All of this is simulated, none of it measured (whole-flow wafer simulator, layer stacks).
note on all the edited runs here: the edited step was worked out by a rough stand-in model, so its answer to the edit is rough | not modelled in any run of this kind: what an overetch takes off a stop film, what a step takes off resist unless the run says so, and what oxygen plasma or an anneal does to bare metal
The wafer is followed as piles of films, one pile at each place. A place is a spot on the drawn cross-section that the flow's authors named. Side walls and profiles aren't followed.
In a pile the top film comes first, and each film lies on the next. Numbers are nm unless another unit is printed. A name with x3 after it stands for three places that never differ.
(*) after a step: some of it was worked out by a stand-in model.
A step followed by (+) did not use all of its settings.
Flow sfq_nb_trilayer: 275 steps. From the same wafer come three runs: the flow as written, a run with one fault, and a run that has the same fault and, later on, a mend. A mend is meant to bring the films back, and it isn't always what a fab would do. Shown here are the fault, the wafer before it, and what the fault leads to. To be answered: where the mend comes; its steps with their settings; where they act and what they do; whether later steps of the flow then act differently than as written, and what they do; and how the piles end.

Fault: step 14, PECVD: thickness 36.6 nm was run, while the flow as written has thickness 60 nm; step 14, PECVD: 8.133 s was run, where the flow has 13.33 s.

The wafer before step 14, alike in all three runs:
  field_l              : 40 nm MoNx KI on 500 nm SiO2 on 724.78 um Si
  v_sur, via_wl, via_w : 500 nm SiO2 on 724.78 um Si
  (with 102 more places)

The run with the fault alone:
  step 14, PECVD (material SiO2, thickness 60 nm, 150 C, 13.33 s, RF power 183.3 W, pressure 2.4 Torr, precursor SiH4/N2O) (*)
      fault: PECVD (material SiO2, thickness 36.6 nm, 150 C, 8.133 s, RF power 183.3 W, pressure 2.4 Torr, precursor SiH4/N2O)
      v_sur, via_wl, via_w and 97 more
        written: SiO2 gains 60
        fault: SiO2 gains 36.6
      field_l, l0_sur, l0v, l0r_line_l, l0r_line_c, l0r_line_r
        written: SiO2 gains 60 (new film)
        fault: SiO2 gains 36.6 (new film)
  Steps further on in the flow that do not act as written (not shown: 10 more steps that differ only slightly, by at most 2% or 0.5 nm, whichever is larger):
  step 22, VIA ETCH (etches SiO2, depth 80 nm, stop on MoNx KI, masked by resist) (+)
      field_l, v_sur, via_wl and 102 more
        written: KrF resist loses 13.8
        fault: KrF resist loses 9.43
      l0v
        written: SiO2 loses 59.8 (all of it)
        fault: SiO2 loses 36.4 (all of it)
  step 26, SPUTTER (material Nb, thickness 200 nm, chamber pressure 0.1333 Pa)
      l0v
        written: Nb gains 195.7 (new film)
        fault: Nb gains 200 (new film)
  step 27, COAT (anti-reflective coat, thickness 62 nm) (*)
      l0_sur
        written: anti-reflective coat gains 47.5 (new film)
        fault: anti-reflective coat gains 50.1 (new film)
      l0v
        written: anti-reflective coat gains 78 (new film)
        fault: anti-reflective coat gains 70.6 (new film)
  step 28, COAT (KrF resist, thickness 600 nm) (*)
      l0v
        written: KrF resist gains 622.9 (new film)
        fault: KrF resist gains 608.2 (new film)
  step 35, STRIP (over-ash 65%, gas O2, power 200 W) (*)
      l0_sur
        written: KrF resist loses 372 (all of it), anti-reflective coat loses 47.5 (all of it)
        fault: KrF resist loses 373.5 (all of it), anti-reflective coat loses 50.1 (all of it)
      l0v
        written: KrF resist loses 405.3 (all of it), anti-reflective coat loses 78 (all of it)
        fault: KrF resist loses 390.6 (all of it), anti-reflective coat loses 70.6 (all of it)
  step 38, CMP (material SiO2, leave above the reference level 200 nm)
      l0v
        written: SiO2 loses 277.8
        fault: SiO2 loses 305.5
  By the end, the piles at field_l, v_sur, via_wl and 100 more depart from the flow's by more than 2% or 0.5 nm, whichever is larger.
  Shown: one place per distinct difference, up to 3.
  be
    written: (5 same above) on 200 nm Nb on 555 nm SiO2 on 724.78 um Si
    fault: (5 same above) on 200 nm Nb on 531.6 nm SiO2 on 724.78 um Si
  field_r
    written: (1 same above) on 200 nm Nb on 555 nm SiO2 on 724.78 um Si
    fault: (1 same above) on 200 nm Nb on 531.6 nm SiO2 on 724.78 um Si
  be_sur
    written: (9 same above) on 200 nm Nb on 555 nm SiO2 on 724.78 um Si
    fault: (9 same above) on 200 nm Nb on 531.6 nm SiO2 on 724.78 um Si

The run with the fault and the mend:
  The mend stands after step 14.
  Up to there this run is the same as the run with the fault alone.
  step 14a, PECVD (material SiO2, thickness 23.4 nm, 150 C, 5.2 s, RF power 183.3 W, pressure 2.4 Torr, precursor SiH4/N2O) (a further turn of the flow's step 14, with different settings)
      field_l, v_sur, via_wl and 103 more
        SiO2 gains 23.4
  Every later step of the flow that is run acts as written, at every place that is followed, to within 2% or 0.5 nm, whichever is larger.
  At every place that both follow, the piles at the end match the flow's.
